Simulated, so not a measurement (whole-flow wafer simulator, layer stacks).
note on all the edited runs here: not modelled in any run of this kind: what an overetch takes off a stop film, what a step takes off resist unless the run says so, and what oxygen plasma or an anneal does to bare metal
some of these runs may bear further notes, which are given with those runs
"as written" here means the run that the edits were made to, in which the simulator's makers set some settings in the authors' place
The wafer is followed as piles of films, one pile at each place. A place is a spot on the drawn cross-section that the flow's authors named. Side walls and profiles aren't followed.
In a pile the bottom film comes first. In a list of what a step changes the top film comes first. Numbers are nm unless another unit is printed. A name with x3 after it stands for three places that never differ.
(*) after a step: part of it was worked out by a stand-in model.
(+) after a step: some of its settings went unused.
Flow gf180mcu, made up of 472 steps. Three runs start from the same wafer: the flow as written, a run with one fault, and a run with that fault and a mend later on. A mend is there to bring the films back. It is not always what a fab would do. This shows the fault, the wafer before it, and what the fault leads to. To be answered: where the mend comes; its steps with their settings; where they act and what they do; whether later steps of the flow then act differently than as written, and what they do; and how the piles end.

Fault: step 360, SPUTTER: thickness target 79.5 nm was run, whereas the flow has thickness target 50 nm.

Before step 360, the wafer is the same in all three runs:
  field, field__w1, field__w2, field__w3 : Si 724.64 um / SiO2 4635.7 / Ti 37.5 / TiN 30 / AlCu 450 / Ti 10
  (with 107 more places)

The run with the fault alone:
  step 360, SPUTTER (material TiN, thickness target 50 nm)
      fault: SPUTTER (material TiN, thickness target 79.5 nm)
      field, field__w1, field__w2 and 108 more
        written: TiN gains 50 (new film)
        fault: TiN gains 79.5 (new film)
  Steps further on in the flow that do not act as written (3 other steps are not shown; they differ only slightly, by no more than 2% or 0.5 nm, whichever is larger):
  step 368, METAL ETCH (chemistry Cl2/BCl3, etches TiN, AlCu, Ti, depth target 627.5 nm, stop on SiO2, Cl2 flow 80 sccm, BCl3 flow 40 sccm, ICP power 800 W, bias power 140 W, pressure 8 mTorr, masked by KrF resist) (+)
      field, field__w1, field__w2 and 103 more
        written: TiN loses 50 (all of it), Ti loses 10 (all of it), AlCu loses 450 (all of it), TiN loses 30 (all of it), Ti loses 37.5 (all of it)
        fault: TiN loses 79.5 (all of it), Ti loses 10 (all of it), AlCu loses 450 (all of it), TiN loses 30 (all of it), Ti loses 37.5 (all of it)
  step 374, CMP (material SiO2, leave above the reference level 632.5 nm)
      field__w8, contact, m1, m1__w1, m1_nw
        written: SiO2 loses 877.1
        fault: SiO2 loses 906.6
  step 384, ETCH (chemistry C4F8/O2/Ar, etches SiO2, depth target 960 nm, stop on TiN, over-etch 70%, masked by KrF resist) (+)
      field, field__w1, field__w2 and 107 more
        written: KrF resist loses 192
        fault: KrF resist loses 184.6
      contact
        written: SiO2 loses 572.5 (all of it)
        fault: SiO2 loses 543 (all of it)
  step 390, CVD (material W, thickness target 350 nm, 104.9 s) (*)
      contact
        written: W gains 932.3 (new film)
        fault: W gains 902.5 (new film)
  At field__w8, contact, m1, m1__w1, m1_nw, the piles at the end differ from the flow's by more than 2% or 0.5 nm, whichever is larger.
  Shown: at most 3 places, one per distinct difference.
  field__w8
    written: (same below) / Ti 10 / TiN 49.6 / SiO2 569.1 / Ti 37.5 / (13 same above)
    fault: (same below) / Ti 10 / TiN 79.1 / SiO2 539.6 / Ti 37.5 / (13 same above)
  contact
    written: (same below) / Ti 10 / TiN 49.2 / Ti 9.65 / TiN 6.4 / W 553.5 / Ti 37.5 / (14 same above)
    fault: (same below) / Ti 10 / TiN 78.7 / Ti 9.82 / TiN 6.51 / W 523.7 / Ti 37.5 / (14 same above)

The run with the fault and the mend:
  After step 360 comes the mend.
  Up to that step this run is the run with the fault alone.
  step 360a, METAL ETCH (chemistry Cl2/BCl3, etches TiN, AlCu, Ti, depth target 29.5 nm, Cl2 flow 80 sccm, BCl3 flow 40 sccm, ICP power 800 W, bias power 140 W, pressure 8 mTorr) (the flow's step 260, run once more with other settings)
      field, field__w1, field__w2 and 108 more
        TiN loses 29.5
  Later steps of the flow that are run all act as written at every place that is followed.
  By the end, the piles equal the flow's at every place that both follow.
